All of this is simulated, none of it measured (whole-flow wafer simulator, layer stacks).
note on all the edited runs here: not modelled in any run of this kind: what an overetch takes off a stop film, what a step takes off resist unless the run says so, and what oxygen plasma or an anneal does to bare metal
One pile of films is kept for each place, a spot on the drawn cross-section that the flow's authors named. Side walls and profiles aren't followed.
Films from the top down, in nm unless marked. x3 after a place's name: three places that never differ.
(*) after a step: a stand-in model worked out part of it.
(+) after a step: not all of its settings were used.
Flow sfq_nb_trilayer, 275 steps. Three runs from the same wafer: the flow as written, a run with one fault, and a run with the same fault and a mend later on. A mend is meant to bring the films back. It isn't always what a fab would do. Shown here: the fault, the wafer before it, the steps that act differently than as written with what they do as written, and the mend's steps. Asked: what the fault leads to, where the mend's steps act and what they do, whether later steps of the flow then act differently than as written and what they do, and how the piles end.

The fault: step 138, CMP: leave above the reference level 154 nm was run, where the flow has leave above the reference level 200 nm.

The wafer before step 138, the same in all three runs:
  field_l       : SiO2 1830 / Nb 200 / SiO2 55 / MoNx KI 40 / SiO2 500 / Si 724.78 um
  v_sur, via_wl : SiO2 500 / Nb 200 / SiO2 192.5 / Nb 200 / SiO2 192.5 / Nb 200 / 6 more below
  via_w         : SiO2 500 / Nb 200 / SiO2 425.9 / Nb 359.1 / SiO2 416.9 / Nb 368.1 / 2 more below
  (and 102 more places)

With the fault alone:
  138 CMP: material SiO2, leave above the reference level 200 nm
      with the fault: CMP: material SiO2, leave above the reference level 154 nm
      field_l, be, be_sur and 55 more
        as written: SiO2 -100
        with the fault: SiO2 -146
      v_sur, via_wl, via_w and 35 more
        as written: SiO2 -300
        with the fault: SiO2 -346
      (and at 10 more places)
  Later steps of the flow that act differently than as written (6 more steps differ only slightly, by at most 2% or 0.5 nm, whichever is larger, and aren't shown):
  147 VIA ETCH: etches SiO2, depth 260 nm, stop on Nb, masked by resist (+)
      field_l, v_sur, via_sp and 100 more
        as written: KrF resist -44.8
        with the fault: KrF resist -39.8
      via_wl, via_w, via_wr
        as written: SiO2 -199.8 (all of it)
        with the fault: SiO2 -153.8 (all of it)
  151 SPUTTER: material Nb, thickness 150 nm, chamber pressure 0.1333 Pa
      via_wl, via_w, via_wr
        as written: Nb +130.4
        with the fault: Nb +135.7
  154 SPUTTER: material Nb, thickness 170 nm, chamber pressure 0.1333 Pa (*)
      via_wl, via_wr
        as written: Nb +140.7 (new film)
        with the fault: Nb +148.7 (new film)
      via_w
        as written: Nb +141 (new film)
        with the fault: Nb +149 (new film)
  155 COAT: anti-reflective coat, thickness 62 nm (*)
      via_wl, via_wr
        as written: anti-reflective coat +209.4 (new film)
        with the fault: anti-reflective coat +166.2 (new film)
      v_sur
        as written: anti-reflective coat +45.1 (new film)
        with the fault: anti-reflective coat +47.1 (new film)
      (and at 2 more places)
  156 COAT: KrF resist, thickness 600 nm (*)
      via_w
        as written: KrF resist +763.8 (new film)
        with the fault: KrF resist +720.1 (new film)
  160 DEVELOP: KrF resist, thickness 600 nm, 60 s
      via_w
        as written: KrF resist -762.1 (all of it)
        with the fault: KrF resist -718.6 (all of it)
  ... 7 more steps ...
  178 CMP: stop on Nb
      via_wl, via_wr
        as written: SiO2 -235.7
        with the fault: SiO2 -287
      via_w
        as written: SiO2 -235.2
        with the fault: SiO2 -286.5
  At the end the piles differ from the flow's by more than 2% or 0.5 nm, whichever is larger, at v_sur, via_wl, via_w and 78 more.
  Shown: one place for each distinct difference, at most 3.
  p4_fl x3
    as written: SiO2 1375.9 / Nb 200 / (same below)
    with the fault: SiO2 1329.9 / Nb 200 / (same below)
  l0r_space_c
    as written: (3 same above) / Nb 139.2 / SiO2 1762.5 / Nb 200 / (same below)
    with the fault: (3 same above) / Nb 139.2 / SiO2 1716.5 / Nb 200 / (same below)
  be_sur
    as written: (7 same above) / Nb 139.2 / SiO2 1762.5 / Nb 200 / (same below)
    with the fault: (7 same above) / Nb 139.2 / SiO2 1716.5 / Nb 200 / (same below)

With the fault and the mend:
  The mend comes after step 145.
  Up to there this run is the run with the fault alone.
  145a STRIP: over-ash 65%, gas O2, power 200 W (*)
      field_l, v_sur, via_sp and 100 more
        KrF resist -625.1 (all of it), anti-reflective coat -62 (all of it)
      via_wl, via_w, via_wr
        anti-reflective coat -62 (all of it)
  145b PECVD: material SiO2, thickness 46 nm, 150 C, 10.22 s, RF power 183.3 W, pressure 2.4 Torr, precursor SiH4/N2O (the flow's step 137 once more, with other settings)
      field_l, v_sur, via_wl and 103 more
        SiO2 +46
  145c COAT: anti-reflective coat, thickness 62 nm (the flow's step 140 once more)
      field_l, v_sur, via_wl and 103 more
        anti-reflective coat +62 (new film)
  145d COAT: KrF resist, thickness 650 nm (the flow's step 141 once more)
      field_l, v_sur, via_wl and 103 more
        KrF resist +650 (new film)
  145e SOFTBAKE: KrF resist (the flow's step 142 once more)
      changes no film at any place that is followed
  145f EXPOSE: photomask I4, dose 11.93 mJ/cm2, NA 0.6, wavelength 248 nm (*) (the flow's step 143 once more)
      changes no film at any place that is followed
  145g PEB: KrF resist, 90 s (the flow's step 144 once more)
      field_l, v_sur, via_wl and 103 more
        KrF resist -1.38
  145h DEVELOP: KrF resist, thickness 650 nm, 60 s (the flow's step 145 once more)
      field_l, v_sur, via_sp and 100 more
        KrF resist -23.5
      via_wl, via_w, via_wr
        KrF resist -648.6 (all of it)
  No later step of the flow acts differently than as written, at any place that is followed, by more than 2% or 0.5 nm, whichever is larger.
  At the end the piles are the same as the flow's at every place that both follow.
